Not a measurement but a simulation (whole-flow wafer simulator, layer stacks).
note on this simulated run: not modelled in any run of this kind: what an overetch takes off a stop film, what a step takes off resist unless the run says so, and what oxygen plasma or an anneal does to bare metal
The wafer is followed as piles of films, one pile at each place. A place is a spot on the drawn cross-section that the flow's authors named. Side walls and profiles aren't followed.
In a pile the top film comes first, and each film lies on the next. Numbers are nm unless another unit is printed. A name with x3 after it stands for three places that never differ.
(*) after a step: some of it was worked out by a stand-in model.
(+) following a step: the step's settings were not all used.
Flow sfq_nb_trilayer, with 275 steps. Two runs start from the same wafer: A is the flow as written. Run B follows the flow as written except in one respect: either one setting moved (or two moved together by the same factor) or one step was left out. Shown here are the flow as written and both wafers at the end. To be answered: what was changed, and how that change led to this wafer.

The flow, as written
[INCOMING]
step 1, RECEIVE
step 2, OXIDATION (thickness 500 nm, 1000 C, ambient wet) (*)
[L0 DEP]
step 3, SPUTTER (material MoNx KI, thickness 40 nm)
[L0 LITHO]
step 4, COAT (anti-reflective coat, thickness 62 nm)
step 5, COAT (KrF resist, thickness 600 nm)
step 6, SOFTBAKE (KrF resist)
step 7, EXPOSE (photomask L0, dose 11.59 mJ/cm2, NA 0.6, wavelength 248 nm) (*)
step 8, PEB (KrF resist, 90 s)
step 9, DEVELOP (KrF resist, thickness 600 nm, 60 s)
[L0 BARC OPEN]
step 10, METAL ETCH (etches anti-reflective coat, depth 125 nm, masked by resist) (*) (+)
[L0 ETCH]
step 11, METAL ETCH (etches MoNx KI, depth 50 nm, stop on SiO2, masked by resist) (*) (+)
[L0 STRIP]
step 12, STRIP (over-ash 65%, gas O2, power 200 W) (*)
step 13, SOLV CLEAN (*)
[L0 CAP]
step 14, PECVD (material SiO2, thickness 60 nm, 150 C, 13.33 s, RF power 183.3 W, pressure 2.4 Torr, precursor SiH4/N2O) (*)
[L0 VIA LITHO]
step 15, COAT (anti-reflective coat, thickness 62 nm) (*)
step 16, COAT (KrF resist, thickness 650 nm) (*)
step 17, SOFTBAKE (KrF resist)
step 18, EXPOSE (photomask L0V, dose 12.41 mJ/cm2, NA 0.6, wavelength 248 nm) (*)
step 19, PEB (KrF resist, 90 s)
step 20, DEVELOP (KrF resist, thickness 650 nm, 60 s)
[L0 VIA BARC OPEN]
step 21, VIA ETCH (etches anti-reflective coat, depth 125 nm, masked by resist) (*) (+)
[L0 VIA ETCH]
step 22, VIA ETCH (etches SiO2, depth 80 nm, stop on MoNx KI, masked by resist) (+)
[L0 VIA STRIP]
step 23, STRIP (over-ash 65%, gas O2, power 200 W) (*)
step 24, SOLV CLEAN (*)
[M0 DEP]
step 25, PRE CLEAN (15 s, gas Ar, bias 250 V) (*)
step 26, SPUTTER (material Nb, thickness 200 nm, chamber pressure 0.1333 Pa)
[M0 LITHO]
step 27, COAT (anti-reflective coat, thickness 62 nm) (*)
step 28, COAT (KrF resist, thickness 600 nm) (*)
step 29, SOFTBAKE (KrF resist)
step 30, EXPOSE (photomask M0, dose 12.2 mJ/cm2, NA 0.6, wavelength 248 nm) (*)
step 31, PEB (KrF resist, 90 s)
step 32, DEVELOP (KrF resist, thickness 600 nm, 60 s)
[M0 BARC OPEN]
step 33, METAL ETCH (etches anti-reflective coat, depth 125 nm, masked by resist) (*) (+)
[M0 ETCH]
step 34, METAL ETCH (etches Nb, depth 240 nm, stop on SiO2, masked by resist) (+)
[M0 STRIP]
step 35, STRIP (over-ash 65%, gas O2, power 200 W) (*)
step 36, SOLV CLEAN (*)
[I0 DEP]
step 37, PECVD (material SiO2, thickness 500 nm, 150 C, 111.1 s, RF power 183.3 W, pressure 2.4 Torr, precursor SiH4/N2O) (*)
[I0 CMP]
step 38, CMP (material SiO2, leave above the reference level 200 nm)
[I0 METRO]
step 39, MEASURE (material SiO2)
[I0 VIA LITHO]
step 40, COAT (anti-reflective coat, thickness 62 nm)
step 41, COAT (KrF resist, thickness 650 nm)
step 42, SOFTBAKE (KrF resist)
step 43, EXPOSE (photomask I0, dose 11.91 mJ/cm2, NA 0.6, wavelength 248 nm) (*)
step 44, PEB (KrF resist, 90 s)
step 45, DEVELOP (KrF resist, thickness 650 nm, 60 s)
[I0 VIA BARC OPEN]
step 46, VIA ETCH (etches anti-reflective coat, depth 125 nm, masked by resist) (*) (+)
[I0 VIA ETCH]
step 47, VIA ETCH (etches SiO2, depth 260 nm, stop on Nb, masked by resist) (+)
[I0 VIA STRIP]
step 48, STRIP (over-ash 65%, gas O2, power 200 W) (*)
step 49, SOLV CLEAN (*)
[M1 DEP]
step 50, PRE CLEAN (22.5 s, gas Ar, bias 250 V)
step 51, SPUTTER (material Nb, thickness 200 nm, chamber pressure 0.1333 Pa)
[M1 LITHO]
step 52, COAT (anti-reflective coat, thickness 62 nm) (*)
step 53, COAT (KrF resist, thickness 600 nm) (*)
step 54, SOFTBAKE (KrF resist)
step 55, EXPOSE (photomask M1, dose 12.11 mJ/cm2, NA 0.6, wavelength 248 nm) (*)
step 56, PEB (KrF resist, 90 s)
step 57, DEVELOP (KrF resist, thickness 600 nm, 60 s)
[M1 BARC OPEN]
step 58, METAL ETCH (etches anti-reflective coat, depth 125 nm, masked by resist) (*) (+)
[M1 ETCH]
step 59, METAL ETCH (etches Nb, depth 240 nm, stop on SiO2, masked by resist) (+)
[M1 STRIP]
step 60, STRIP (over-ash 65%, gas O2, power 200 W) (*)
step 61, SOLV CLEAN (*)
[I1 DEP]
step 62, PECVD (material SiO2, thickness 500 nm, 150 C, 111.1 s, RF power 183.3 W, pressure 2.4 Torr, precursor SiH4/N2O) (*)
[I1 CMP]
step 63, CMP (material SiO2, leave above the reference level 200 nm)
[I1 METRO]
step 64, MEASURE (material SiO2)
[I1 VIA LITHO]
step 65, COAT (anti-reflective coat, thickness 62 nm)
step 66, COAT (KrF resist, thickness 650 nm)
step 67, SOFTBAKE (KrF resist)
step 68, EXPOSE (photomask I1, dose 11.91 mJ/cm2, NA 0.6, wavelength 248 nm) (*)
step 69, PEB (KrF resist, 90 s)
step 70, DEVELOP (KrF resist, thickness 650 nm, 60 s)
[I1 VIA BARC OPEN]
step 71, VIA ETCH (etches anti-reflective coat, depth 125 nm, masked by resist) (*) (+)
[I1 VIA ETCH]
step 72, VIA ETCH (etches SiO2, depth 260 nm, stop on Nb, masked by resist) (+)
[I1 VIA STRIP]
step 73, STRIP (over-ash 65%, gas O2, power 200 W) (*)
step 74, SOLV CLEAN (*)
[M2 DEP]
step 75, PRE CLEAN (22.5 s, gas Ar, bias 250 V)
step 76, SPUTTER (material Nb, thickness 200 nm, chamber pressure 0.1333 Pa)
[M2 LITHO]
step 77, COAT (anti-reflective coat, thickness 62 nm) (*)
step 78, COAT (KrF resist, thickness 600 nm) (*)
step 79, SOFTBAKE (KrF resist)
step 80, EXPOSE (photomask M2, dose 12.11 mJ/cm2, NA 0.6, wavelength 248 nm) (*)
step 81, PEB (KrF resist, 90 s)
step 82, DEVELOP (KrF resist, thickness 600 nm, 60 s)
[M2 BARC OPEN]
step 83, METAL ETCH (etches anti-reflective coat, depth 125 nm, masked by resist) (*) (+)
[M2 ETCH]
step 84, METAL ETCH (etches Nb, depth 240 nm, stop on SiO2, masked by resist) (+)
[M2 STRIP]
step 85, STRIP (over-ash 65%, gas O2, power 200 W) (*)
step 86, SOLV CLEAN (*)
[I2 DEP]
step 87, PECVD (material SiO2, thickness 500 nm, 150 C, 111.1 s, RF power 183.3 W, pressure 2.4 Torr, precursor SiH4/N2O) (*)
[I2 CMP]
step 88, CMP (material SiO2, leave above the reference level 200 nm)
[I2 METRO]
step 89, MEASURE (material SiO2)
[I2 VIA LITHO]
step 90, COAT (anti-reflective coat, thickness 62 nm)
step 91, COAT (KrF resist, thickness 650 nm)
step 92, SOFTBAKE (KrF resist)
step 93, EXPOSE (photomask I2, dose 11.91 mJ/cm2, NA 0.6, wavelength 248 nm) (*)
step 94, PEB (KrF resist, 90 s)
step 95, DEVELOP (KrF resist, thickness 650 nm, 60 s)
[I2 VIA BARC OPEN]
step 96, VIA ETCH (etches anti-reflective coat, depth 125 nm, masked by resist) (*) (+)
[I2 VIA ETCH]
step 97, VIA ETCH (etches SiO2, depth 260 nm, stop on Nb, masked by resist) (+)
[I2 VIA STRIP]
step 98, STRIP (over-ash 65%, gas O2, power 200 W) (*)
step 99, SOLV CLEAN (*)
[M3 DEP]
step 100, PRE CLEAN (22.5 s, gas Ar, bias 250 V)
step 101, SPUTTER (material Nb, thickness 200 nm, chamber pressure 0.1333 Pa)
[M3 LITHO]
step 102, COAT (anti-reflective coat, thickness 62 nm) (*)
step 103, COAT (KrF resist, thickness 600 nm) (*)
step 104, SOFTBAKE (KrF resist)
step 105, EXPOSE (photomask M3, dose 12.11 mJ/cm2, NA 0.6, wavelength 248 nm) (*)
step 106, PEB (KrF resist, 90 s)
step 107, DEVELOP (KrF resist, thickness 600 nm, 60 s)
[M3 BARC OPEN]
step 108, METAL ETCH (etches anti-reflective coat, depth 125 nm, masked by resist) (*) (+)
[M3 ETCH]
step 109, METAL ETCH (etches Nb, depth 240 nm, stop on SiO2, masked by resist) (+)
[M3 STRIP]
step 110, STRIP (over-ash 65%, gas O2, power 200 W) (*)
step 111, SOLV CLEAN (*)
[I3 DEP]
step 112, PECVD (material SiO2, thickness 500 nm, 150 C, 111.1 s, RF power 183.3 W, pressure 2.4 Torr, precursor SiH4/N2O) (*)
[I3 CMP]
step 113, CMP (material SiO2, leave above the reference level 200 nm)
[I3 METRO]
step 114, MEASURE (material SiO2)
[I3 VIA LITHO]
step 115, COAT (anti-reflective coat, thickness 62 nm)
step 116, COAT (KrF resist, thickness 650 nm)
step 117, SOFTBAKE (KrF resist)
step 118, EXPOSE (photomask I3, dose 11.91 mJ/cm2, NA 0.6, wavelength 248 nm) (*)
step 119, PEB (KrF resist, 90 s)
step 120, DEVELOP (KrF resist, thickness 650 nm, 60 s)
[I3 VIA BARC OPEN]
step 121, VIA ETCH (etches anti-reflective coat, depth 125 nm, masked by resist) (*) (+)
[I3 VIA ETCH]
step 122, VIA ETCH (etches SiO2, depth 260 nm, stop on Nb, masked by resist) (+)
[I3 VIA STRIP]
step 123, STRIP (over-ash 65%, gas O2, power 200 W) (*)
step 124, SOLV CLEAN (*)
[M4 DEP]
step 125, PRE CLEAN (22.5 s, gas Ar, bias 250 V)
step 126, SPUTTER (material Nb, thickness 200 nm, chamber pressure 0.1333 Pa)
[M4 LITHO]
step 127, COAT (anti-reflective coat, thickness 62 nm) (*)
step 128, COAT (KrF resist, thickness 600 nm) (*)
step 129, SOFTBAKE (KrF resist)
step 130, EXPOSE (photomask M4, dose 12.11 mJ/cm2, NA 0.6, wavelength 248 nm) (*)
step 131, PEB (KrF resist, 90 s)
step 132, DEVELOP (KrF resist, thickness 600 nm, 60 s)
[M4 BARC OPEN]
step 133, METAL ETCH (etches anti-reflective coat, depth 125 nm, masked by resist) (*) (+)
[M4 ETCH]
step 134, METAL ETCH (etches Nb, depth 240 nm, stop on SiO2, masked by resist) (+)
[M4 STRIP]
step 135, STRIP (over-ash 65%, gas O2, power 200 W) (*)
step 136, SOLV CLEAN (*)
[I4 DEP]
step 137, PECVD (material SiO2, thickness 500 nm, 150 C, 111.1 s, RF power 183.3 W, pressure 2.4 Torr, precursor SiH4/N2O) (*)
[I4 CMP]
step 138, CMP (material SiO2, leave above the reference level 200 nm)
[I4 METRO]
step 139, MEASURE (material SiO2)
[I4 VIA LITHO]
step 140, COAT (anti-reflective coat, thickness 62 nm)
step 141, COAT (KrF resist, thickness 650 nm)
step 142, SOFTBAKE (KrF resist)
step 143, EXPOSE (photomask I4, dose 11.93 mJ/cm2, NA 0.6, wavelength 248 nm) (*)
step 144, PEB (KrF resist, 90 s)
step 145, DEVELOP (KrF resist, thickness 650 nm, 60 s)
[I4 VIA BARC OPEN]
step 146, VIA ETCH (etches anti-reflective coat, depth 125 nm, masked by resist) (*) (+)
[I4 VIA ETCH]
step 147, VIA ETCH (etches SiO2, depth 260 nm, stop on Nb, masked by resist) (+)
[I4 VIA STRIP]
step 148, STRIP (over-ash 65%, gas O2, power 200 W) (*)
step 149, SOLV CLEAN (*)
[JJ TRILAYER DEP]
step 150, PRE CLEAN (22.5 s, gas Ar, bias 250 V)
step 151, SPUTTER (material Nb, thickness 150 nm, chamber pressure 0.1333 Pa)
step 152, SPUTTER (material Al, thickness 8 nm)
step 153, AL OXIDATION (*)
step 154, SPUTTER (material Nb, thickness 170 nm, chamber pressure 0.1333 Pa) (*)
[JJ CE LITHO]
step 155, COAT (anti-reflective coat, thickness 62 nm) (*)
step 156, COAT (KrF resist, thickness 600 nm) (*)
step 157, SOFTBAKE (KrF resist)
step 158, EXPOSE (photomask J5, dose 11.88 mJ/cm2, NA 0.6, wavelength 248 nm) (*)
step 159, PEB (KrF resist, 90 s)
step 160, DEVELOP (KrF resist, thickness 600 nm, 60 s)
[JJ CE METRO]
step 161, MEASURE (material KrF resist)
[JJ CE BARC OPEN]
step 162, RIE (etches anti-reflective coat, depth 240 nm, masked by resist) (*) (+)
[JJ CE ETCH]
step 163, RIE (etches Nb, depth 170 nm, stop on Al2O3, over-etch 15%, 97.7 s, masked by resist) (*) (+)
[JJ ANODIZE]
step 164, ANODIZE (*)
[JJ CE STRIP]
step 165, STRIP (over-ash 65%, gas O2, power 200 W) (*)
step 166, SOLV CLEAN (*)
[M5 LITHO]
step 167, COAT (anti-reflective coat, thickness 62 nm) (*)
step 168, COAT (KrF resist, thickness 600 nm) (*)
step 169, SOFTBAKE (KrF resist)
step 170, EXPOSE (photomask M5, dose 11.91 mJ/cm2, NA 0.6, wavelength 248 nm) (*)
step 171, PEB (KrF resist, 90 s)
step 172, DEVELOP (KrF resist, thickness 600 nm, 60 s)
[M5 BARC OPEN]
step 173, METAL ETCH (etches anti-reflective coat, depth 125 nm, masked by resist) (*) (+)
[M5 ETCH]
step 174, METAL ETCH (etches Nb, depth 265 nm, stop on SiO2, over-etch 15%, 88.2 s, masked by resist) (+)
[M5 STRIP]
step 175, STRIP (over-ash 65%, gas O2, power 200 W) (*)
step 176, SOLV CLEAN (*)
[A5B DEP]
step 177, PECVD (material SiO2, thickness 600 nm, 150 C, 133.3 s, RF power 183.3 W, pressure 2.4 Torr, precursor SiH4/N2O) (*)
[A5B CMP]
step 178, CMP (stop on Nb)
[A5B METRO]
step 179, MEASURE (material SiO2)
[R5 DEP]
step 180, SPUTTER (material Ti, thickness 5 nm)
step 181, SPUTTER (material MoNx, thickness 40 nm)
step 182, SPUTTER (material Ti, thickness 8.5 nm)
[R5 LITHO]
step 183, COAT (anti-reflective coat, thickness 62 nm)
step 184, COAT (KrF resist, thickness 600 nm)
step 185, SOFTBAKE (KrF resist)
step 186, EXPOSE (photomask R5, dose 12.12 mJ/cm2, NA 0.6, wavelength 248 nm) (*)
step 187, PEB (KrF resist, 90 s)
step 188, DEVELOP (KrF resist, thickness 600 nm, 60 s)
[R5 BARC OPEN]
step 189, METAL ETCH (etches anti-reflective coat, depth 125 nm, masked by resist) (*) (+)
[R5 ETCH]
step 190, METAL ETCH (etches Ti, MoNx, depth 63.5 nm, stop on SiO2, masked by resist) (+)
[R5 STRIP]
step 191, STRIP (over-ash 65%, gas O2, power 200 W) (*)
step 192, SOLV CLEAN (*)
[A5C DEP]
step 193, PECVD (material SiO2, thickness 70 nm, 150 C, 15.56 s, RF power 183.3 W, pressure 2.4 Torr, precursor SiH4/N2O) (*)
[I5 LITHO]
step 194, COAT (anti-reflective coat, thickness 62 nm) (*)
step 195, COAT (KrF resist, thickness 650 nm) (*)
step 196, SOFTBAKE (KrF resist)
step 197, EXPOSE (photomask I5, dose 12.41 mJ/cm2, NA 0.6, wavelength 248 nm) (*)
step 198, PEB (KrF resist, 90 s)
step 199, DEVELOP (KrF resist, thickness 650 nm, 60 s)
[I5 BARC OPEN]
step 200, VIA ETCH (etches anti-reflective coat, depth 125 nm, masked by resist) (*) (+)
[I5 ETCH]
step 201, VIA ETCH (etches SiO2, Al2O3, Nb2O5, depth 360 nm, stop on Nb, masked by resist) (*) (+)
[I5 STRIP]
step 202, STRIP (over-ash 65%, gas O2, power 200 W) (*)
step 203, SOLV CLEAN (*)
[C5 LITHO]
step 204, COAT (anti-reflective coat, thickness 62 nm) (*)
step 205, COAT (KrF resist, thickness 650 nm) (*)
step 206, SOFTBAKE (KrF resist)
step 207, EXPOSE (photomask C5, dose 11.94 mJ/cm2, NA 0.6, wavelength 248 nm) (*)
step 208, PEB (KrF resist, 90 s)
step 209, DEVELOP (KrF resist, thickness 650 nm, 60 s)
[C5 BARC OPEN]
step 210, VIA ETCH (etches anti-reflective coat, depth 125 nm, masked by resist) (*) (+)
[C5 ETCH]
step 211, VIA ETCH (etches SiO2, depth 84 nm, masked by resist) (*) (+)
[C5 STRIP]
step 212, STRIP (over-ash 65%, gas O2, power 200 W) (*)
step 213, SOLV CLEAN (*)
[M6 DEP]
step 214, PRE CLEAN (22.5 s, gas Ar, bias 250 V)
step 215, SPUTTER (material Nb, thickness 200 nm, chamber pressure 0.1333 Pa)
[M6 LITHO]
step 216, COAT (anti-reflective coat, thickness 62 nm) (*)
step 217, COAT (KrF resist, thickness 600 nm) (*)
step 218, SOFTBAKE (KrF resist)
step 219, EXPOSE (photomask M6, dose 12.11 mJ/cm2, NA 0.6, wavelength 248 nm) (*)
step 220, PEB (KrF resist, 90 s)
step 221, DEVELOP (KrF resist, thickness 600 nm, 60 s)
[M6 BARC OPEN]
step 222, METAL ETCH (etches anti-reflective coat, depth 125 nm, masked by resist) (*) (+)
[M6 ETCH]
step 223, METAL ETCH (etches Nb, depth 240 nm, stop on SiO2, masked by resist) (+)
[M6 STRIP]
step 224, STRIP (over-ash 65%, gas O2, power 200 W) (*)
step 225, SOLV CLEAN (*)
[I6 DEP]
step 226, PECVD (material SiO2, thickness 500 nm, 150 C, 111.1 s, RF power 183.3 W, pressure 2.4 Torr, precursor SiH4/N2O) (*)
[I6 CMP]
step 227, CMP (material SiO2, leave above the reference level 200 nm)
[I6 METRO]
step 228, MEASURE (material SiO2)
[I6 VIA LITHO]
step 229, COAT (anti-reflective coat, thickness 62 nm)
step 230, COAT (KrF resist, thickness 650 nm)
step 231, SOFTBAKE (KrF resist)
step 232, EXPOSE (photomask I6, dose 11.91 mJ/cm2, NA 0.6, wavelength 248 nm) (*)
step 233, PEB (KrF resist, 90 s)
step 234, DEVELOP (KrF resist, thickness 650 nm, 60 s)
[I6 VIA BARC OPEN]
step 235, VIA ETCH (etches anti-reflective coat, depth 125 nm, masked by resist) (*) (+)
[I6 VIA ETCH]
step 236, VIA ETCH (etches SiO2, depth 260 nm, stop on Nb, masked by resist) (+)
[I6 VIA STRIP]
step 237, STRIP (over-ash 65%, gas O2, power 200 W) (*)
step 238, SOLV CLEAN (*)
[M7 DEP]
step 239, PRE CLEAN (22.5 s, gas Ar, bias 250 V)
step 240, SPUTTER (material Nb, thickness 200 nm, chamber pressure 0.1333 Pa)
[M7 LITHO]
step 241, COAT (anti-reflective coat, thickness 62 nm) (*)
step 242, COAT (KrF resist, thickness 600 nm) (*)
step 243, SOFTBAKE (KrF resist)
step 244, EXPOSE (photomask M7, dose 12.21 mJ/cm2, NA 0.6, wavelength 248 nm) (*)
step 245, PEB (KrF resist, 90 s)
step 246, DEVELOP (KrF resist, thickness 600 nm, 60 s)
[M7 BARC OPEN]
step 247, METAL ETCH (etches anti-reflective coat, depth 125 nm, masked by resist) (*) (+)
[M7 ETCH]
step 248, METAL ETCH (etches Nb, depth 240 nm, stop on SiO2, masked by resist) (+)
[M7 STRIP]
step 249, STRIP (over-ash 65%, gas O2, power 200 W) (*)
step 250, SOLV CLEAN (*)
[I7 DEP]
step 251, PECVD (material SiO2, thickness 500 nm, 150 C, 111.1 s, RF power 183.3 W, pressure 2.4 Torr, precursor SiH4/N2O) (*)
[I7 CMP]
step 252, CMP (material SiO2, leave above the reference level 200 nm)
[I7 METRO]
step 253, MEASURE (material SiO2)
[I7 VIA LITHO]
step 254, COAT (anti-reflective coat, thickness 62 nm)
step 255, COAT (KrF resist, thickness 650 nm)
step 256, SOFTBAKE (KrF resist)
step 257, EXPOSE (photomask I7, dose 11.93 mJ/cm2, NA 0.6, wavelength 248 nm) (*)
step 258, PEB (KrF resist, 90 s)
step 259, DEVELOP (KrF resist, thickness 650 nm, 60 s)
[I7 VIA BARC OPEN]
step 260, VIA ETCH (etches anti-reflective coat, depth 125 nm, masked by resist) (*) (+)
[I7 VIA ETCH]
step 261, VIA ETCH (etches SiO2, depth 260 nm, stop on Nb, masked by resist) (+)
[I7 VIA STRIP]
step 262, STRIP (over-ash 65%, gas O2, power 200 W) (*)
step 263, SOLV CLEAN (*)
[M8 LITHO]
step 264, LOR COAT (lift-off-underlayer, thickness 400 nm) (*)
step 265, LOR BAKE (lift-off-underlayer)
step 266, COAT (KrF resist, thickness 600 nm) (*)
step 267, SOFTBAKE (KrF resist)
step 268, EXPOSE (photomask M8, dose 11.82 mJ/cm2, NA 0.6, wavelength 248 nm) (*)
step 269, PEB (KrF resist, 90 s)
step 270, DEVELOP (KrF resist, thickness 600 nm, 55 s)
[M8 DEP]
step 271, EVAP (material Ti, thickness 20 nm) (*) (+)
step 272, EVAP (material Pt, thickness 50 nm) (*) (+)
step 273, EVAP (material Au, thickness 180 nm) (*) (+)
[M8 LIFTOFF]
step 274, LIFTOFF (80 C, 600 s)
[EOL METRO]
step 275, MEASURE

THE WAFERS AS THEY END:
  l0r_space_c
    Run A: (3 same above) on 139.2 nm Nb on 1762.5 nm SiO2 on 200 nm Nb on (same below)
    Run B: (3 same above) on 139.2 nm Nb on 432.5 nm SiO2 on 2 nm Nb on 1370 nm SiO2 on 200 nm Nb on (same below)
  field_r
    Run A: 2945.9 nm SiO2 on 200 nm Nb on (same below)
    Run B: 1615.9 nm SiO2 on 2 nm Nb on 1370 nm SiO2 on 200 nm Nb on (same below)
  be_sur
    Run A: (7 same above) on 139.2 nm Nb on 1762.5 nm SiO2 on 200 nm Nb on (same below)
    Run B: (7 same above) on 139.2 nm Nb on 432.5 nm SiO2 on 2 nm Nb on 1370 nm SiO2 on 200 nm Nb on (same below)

Cause: step 126, SPUTTER: thickness 242 nm was run, whereas the flow has thickness 200 nm.

How this came from the change, step by step:
  step 126, SPUTTER (material Nb, thickness 200 nm, chamber pressure 0.1333 Pa)
      field_l, v_sur, via_wl and 102 more: A Nb gains 200 (new film) | B Nb gains 242 (new film)
      via_v: A Nb gains 165.5 | B Nb gains 200.8
  step 134, METAL ETCH (etches Nb, depth 240 nm, stop on SiO2, masked by resist) (+)
      field_l, be, be_sur and 64 more: A Nb loses 200 (all of it) | B Nb loses 240
  step 137, PECVD (material SiO2, thickness 500 nm, 150 C, 111.1 s, RF power 183.3 W, pressure 2.4 Torr, precursor SiH4/N2O) (*)
      field_l, be, be_sur and 55 more: A SiO2 gains 500 | B SiO2 gains 500 (new film)
      p3_s0, p3_s1, p3_s2, p3_s3, p3_s4, p3_s5: A SiO2 gains 557.1 | B SiO2 gains 597.1 (new film)
      (also at 4 further places)
  step 138, CMP (material SiO2, leave above the reference level 200 nm)
      field_l, be, be_sur and 55 more: A SiO2 loses 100 | B SiO2 loses 60
      lsp_r, l0_sur, l0v: A SiO2 loses 91.9 | B SiO2 loses 50.3
      (also at 1 further place)
If metal films that touch count as one body, l0r_space_c has 3 bodies (between them, from the top down: SiO2 432.5; SiO2 1370); the flow as written gives 2 bodies (between them, from the top down: SiO2 1762.5).
If metal films that touch count as one body, field_r has 2 bodies (between them, from the top down: SiO2 1370); the flow as written gives 1 body.
If metal films that touch count as one body, be_sur has 5 bodies (between them, from the top down: SiO2 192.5; SiO2 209 / Al2O3 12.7 / Nb2O5 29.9; SiO2 432.5; SiO2 1370); the flow as written gives 4 bodies (between them, from the top down: SiO2 192.5; SiO2 209 / Al2O3 12.7 / Nb2O5 29.9; SiO2 1762.5).
